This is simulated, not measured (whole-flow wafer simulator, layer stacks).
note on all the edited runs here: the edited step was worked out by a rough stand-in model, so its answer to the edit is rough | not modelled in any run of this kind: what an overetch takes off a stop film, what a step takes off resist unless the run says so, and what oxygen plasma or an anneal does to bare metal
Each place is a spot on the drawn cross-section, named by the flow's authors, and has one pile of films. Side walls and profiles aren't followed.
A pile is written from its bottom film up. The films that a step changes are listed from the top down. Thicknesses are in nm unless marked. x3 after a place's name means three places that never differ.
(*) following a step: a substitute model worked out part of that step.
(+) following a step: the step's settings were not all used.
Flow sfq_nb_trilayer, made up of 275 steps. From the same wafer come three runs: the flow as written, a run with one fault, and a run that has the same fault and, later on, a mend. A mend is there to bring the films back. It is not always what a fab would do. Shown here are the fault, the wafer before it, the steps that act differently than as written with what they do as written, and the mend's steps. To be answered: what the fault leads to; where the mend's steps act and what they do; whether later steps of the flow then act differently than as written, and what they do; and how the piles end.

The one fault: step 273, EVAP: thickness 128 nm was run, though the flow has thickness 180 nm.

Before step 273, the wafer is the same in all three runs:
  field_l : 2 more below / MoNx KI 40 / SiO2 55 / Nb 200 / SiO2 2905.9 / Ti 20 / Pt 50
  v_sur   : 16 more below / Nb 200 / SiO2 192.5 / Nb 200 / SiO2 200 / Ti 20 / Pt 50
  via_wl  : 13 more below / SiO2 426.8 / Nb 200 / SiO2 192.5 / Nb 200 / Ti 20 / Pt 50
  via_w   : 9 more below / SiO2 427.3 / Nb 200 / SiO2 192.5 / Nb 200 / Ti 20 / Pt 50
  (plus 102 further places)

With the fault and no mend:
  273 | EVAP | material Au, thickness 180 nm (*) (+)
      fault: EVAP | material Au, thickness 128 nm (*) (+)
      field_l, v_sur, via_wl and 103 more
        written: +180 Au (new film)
        fault: +128 Au (new film)
  Steps further on in the flow that do not act as written:
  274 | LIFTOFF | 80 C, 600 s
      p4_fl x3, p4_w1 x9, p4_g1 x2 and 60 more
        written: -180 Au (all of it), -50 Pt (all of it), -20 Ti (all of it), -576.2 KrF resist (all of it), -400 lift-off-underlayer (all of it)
        fault: -128 Au (all of it), -50 Pt (all of it), -20 Ti (all of it), -576.2 KrF resist (all of it), -400 lift-off-underlayer (all of it)
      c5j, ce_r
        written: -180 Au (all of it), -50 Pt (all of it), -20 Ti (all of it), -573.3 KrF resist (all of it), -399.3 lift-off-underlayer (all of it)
        fault: -128 Au (all of it), -50 Pt (all of it), -20 Ti (all of it), -573.3 KrF resist (all of it), -399.3 lift-off-underlayer (all of it)
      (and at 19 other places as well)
  By the end, the piles at field_l, v_sur, via_wl and 8 more depart from the flow's by more than 2% or 0.5 nm, whichever is larger.
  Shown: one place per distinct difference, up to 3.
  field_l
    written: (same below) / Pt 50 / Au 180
    fault: (same below) / Pt 50 / Au 128

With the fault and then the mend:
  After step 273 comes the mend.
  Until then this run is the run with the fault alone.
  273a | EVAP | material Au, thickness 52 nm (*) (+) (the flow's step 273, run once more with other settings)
      field_l, v_sur, via_wl and 103 more
        +52 Au
  Every later step of the flow that is run acts as written at every place that is followed.
  At every place that both follow, the piles at the end match the flow's.
